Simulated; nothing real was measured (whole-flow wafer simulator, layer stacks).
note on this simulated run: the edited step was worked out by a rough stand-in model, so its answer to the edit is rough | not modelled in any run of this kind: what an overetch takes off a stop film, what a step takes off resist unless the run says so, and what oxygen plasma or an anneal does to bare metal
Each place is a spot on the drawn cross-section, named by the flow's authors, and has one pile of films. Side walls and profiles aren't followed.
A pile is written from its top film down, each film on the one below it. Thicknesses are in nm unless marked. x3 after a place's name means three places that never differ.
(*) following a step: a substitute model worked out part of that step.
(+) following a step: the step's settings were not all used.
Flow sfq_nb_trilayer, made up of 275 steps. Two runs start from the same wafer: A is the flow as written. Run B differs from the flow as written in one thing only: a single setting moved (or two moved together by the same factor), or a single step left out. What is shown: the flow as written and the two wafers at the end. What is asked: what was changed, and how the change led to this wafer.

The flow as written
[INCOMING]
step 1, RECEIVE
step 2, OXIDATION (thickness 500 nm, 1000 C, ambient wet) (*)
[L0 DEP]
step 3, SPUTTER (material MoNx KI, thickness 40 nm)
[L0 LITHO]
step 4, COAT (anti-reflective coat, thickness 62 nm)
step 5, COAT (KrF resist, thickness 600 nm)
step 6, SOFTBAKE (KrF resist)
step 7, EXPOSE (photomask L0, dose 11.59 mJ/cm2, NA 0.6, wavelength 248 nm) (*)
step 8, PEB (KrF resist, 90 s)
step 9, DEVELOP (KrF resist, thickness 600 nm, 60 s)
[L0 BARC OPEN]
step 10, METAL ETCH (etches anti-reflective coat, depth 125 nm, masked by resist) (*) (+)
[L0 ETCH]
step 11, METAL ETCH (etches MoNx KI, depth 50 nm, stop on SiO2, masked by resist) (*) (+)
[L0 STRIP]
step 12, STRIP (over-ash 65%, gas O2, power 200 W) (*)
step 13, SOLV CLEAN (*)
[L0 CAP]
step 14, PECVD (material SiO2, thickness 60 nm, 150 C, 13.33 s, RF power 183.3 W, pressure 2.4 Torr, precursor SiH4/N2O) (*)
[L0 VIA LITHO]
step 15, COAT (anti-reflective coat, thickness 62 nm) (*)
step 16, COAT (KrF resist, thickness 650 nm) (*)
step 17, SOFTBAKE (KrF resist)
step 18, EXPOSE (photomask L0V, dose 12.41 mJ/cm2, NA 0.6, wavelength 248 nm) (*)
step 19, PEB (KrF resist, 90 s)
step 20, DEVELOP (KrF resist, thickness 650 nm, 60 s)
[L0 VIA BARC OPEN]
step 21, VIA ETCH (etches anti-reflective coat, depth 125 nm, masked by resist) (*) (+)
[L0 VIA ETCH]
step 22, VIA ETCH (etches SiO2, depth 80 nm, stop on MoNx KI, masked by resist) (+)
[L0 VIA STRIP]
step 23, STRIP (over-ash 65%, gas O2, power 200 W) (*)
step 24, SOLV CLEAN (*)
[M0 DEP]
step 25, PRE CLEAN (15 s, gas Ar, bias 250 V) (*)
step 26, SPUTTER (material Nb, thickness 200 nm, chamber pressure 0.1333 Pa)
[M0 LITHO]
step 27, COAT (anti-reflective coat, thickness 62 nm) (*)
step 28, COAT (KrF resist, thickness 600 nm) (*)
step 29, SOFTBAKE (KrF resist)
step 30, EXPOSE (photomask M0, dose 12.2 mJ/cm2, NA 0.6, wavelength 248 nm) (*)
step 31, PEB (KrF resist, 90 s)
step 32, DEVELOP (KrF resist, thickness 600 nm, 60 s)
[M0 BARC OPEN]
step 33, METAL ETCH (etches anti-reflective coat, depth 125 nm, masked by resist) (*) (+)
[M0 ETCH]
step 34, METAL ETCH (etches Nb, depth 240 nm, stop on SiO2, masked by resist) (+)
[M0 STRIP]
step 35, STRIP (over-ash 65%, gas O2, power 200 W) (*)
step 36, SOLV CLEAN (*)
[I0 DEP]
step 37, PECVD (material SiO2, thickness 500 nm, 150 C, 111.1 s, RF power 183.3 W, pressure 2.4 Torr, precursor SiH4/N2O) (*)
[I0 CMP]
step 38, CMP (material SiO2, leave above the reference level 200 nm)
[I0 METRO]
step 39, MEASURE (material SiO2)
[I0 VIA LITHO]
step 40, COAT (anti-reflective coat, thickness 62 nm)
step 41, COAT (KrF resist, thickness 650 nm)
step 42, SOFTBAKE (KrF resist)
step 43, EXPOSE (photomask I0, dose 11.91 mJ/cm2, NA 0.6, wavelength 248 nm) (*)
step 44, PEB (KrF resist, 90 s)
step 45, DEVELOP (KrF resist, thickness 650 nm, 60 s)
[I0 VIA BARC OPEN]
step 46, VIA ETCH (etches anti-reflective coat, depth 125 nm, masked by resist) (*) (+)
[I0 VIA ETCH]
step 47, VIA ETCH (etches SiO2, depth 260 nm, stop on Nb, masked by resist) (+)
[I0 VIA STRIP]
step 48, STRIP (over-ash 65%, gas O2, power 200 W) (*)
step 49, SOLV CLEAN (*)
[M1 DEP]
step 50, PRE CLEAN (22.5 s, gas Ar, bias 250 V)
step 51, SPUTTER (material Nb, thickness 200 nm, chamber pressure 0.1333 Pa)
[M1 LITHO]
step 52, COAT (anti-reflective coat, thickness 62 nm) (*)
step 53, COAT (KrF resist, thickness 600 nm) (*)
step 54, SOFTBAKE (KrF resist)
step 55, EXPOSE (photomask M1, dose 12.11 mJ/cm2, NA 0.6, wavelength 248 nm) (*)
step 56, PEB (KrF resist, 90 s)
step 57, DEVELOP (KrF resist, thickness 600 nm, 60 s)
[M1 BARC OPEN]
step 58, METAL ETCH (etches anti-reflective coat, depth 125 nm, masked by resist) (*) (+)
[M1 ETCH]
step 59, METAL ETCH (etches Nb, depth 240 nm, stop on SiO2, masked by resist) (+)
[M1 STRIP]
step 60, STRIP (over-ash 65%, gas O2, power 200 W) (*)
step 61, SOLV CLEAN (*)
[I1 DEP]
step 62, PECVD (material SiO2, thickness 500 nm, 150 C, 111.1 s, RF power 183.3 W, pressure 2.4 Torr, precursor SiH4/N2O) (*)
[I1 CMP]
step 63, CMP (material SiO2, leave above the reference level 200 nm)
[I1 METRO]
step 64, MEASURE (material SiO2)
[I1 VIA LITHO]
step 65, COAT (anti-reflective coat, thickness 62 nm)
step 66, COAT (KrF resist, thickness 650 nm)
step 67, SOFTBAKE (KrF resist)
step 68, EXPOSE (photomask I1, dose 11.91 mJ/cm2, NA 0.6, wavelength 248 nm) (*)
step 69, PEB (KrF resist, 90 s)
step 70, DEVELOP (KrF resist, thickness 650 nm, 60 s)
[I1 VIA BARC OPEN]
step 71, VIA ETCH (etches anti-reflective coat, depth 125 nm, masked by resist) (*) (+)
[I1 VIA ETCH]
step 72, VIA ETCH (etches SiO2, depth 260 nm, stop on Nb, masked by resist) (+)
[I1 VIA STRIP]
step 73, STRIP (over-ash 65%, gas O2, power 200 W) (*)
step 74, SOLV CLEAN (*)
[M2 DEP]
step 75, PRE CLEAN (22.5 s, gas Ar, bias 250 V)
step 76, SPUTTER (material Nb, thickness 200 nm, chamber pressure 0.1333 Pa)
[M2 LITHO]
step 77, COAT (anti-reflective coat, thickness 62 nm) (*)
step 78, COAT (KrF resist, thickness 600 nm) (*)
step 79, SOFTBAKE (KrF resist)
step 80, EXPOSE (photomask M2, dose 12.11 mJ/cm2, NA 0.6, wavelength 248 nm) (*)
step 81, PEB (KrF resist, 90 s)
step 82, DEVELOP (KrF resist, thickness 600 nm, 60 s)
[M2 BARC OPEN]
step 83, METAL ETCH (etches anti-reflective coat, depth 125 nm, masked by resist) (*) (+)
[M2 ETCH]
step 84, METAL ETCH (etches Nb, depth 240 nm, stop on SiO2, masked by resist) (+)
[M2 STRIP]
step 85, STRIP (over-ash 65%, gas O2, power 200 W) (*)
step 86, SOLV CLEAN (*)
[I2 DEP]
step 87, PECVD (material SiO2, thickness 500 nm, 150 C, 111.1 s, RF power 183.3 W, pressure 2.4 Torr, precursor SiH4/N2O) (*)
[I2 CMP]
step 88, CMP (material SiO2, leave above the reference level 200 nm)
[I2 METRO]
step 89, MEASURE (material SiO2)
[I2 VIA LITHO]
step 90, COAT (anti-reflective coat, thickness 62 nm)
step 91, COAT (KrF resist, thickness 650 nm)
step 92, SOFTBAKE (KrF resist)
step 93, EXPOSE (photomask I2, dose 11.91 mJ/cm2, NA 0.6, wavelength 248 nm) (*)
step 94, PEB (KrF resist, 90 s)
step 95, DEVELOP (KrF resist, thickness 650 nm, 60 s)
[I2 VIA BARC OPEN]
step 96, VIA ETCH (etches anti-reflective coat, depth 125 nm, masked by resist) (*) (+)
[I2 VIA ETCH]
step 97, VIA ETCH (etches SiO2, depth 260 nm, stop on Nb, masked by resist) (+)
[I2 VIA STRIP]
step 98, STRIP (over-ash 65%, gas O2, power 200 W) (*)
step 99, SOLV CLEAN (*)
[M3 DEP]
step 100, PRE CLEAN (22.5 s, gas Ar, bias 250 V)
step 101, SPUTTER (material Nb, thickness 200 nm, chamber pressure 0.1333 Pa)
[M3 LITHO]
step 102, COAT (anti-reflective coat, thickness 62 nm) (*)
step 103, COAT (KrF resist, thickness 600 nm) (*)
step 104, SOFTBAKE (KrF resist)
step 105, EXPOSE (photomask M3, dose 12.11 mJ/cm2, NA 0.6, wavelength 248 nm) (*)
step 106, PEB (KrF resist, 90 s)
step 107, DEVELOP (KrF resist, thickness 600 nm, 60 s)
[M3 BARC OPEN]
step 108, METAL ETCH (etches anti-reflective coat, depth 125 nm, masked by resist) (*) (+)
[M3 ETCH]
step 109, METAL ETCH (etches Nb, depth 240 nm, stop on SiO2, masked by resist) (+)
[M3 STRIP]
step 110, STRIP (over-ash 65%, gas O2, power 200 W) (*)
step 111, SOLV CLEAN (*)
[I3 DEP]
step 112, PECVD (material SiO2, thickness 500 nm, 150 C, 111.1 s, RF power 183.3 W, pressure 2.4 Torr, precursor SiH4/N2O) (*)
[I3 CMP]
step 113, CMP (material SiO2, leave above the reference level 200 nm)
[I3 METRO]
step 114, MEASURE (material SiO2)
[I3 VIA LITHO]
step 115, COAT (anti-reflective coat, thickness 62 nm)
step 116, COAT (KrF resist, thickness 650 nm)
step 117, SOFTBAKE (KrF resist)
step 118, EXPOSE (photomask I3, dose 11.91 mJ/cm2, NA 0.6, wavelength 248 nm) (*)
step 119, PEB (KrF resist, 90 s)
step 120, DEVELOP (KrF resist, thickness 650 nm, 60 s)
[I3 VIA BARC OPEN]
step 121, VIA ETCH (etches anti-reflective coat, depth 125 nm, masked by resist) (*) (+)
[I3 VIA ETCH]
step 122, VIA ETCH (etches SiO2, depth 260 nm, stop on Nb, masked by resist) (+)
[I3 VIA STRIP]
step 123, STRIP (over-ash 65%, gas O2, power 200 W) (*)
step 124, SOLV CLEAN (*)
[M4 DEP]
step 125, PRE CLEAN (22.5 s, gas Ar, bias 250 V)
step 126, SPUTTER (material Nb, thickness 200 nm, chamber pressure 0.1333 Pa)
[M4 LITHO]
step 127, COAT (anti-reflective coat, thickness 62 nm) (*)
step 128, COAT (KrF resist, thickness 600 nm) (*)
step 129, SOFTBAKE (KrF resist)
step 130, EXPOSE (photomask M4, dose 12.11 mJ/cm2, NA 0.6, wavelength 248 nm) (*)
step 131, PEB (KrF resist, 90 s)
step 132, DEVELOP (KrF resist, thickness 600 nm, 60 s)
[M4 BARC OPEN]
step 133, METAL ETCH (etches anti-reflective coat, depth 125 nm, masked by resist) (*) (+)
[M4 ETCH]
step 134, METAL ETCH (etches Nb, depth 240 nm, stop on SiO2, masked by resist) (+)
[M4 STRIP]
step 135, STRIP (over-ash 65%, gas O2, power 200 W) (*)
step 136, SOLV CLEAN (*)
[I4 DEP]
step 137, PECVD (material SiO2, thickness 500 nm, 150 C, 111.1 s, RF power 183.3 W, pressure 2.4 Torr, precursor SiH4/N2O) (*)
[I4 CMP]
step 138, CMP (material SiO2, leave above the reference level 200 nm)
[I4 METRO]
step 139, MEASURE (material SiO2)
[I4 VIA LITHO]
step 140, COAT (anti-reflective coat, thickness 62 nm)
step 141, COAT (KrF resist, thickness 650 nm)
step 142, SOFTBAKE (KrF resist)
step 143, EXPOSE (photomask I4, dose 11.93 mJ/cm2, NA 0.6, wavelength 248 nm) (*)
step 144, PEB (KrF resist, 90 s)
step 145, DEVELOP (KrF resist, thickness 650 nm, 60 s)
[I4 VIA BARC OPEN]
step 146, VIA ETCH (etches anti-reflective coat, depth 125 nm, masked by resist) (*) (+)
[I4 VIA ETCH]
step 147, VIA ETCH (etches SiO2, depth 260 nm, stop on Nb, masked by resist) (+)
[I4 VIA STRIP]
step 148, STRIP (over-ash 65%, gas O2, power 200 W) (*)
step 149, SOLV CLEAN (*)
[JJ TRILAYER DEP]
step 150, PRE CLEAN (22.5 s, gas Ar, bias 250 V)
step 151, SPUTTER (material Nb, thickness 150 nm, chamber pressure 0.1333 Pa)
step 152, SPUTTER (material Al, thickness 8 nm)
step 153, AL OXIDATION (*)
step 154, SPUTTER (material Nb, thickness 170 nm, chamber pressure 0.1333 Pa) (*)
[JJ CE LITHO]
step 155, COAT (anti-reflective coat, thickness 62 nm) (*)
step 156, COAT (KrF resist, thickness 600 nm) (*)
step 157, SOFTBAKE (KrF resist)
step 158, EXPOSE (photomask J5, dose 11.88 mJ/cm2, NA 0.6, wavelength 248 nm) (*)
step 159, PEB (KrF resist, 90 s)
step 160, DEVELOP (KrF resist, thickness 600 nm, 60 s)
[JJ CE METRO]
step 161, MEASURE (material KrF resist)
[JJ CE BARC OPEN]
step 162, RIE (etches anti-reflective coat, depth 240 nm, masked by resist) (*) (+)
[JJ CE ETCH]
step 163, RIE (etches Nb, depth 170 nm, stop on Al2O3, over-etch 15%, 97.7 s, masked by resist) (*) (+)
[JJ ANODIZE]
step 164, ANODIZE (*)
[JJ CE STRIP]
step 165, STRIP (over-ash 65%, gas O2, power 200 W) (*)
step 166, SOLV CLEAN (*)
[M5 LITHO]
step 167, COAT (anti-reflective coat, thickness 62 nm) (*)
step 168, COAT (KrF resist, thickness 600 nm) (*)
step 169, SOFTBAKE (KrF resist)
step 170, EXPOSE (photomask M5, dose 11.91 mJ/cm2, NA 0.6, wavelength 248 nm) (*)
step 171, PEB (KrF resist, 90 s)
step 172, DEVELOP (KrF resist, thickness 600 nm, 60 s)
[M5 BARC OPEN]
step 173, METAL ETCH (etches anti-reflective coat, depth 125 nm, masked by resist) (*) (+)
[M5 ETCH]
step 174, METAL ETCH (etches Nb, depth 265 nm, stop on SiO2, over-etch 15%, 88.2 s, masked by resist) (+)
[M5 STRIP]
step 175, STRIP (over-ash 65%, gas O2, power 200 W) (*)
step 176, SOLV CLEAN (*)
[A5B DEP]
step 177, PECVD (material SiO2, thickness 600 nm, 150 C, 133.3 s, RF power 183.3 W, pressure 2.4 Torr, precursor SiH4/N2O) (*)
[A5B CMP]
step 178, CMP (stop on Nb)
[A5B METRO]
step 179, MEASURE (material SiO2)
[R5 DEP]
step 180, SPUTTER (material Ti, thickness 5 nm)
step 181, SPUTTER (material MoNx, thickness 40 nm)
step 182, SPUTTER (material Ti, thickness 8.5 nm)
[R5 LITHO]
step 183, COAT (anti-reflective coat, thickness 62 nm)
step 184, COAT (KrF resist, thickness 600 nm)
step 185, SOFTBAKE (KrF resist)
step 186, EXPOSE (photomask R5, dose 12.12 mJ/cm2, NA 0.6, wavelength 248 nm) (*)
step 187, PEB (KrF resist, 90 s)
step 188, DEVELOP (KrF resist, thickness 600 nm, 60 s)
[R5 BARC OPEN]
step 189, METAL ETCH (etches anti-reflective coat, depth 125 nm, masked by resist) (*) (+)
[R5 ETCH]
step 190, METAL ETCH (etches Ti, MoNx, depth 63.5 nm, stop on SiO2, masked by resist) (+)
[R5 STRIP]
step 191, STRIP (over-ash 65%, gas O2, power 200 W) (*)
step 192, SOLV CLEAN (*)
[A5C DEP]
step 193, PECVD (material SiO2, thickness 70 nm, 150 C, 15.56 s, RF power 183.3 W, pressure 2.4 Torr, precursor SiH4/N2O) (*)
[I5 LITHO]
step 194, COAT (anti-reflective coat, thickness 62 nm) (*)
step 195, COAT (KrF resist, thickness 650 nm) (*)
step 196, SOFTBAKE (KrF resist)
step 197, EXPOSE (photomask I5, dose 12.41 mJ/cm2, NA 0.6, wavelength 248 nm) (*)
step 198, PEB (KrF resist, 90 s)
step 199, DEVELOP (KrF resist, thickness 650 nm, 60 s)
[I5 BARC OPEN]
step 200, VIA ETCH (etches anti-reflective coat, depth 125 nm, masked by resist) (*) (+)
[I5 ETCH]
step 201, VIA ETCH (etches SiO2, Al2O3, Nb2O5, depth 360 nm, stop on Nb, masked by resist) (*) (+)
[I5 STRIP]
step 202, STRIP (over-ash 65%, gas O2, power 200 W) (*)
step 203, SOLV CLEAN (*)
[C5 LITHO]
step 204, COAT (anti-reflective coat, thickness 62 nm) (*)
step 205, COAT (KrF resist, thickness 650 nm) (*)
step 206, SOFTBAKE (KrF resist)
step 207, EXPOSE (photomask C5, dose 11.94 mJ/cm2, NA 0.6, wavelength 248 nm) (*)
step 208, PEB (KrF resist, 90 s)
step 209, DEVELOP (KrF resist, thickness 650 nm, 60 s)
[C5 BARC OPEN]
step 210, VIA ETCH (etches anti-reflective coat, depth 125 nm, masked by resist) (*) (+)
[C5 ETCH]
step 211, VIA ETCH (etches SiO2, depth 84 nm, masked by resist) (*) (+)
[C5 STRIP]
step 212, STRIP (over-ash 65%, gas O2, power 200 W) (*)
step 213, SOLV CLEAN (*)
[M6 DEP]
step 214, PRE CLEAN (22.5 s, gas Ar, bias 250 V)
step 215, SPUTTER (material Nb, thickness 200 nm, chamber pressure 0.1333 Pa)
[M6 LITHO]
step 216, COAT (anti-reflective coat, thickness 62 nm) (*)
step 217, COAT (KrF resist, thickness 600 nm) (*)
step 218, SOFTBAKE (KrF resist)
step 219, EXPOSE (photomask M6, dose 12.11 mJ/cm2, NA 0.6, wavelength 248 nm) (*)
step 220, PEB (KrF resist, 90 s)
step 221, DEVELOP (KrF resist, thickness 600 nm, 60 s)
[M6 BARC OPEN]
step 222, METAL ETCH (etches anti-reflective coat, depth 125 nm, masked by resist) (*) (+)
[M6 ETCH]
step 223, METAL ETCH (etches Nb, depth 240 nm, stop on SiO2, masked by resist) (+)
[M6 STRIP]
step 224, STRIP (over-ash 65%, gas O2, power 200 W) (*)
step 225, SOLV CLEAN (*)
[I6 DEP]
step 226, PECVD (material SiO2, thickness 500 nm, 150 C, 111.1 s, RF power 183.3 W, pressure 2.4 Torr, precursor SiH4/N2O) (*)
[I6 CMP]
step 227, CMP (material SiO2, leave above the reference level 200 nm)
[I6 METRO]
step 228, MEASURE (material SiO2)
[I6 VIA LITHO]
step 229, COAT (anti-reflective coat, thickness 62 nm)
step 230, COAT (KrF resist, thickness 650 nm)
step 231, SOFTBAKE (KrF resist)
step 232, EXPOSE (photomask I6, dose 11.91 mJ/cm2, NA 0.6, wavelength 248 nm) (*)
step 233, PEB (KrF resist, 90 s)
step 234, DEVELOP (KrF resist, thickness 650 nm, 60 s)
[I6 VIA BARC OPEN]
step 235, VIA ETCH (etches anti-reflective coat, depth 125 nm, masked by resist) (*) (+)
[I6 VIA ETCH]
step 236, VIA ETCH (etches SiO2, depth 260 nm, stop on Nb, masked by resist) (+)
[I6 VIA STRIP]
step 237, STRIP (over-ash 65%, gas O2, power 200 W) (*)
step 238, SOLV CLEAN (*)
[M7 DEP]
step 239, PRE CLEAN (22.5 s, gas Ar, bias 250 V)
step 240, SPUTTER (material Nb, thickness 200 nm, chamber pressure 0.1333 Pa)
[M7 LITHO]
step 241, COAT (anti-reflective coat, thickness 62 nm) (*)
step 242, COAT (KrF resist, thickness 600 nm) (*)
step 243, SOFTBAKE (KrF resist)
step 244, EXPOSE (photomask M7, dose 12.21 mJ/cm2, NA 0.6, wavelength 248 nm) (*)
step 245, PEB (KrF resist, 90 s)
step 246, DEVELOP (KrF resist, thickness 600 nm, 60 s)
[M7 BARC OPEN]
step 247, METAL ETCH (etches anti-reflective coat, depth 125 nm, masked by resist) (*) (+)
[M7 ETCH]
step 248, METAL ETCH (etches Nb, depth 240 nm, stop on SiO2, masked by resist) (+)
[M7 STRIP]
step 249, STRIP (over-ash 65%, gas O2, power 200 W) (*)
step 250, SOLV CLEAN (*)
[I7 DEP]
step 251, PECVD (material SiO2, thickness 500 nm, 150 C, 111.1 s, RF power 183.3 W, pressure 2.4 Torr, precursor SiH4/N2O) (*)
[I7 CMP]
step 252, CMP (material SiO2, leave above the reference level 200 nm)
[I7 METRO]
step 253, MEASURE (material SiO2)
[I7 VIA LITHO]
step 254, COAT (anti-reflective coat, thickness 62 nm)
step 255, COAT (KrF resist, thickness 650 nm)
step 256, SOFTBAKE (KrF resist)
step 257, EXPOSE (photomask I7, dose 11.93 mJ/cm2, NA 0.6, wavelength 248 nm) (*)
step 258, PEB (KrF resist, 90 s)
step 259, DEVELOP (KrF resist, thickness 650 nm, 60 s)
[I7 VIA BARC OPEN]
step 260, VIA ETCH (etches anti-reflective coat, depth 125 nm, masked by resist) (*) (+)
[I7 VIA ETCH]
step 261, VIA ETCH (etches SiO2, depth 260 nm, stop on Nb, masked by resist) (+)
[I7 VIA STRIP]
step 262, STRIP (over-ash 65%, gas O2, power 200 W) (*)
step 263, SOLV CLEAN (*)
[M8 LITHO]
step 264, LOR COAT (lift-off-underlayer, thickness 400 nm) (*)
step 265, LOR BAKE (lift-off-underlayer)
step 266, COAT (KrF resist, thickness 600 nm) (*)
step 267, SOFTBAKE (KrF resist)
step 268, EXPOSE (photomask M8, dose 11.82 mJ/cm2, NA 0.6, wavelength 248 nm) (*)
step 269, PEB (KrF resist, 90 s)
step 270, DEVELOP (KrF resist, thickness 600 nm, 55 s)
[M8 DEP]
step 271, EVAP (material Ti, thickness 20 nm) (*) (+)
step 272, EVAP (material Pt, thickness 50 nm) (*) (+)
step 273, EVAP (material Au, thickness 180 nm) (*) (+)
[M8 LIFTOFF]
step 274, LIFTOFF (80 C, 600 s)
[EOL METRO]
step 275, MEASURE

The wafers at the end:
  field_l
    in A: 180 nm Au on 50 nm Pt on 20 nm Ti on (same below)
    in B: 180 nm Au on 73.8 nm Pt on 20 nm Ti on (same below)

What caused this: step 272, EVAP: thickness 73.8 nm was run, while the flow as written has thickness 50 nm.
The wafer itself shows it: field_l has Pt 73.8, and step 272 as written asks for 50 nm.

Step by step, how the change led to this:
  step 272, EVAP (material Pt, thickness 50 nm) (*) (+)
      field_l, v_sur, via_wl and 103 more: A +50 Pt (new film) | B +73.8 Pt (new film)
  step 274, LIFTOFF (80 C, 600 s)
      p4_fl x3, p4_w1 x9, p4_g1 x2 and 60 more: A -180 Au (all of it), -50 Pt (all of it), -20 Ti (all of it), -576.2 KrF resist (all of it), -400 lift-off-underlayer (all of it) | B -180 Au (all of it), -73.8 Pt (all of it), -20 Ti (all of it), -576.2 KrF resist (all of it), -400 lift-off-underlayer (all of it)
      c5j, ce_r: A -180 Au (all of it), -50 Pt (all of it), -20 Ti (all of it), -573.3 KrF resist (all of it), -399.3 lift-off-underlayer (all of it) | B -180 Au (all of it), -73.8 Pt (all of it), -20 Ti (all of it), -573.3 KrF resist (all of it), -399.3 lift-off-underlayer (all of it)
      (as well as at 19 more places)
